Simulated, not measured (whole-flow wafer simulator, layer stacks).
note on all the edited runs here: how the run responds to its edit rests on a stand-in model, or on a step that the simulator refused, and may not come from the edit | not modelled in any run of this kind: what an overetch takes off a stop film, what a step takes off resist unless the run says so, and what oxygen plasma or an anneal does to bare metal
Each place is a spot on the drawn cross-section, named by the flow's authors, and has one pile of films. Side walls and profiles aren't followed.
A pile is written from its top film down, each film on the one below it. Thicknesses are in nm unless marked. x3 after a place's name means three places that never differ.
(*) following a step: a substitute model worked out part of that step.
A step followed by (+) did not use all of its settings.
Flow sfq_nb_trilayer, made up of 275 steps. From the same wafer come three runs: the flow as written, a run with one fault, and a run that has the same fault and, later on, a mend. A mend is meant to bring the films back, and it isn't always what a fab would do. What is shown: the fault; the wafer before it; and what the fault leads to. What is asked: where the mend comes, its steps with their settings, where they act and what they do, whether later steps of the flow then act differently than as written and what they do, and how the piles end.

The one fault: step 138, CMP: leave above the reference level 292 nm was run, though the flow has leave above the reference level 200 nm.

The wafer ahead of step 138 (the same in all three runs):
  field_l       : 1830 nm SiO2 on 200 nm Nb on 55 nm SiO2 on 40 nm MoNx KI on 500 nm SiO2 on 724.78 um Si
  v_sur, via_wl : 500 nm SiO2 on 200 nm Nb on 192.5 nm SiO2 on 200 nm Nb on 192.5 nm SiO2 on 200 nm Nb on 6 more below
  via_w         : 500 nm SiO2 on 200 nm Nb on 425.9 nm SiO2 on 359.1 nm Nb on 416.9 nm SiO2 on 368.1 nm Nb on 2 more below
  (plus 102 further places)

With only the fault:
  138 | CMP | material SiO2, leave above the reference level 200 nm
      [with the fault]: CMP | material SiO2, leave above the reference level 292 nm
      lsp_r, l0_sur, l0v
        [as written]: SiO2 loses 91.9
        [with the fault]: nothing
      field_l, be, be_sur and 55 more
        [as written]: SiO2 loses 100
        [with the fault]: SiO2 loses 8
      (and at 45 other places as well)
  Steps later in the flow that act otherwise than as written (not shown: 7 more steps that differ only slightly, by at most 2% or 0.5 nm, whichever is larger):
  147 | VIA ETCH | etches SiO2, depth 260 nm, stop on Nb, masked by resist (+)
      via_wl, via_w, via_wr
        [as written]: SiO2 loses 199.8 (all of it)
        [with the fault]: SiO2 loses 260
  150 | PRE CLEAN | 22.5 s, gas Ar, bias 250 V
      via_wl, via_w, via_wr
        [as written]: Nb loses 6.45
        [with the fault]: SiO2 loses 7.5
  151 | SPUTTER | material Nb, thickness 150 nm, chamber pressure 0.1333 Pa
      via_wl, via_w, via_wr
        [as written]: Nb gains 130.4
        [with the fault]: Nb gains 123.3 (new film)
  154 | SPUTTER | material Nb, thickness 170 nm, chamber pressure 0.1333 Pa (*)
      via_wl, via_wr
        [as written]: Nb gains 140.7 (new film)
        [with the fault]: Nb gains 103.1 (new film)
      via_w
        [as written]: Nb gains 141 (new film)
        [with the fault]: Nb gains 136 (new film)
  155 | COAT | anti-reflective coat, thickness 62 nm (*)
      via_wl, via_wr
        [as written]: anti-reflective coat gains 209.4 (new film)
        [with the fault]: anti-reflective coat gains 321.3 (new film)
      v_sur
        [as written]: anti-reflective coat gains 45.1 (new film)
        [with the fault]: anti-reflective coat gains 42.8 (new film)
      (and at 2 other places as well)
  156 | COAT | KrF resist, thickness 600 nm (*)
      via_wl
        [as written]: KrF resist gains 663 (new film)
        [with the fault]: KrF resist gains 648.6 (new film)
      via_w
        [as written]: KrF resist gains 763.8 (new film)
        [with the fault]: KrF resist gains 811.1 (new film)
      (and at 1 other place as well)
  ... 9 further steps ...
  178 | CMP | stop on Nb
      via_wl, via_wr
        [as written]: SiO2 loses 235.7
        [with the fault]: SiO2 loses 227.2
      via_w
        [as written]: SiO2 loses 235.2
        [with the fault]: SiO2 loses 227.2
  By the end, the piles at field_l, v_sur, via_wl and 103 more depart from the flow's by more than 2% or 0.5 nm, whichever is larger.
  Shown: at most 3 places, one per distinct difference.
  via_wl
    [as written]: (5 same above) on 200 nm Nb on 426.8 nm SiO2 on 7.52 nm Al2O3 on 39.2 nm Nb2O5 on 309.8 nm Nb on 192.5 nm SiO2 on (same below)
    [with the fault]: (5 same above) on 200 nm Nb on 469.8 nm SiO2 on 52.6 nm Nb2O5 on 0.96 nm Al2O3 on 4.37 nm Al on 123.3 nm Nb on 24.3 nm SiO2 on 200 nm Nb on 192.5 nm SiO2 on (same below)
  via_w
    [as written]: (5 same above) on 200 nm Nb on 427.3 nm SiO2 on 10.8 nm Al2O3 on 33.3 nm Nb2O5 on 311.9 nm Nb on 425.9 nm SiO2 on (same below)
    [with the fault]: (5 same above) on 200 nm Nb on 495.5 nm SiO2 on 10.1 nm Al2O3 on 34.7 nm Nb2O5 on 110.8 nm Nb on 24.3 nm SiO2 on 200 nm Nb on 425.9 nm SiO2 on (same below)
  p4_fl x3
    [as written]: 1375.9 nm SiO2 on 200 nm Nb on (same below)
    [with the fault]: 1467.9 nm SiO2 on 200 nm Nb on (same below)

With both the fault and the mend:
  The mend follows step 145.
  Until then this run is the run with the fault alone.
  145a | STRIP | over-ash 65%, gas O2, power 200 W (*)
      field_l, v_sur, via_sp and 100 more
        KrF resist loses 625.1 (all of it), anti-reflective coat loses 62 (all of it)
      via_wl, via_w, via_wr
        anti-reflective coat loses 62 (all of it)
  145b | CMP | material SiO2, leave above the reference level 200 nm (a further turn of the flow's step 138)
      field_l, v_sur, via_wl and 100 more
        SiO2 loses 92
      lsp_r, l0_sur, l0v
        SiO2 loses 91.9
  145c | COAT | anti-reflective coat, thickness 62 nm (a further turn of the flow's step 140)
      field_l, v_sur, via_wl and 103 more
        anti-reflective coat gains 62 (new film)
  145d | COAT | KrF resist, thickness 650 nm (a further turn of the flow's step 141)
      field_l, v_sur, via_wl and 103 more
        KrF resist gains 650 (new film)
  145e | SOFTBAKE | KrF resist (a further turn of the flow's step 142)
      alters no film at any place that is followed
  145f | EXPOSE | photomask I4, dose 11.93 mJ/cm2, NA 0.6, wavelength 248 nm (*) (a further turn of the flow's step 143)
      alters no film at any place that is followed
  145g | PEB | KrF resist, 90 s (a further turn of the flow's step 144)
      field_l, v_sur, via_wl and 103 more
        KrF resist loses 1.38
  145h | DEVELOP | KrF resist, thickness 650 nm, 60 s (a further turn of the flow's step 145)
      field_l, v_sur, via_sp and 100 more
        KrF resist loses 23.5
      via_wl, via_w, via_wr
        KrF resist loses 648.6 (all of it)
  None of the later steps of the flow acts differently than as written at any place that is followed.
  At every place that both follow, the piles at the end match the flow's.
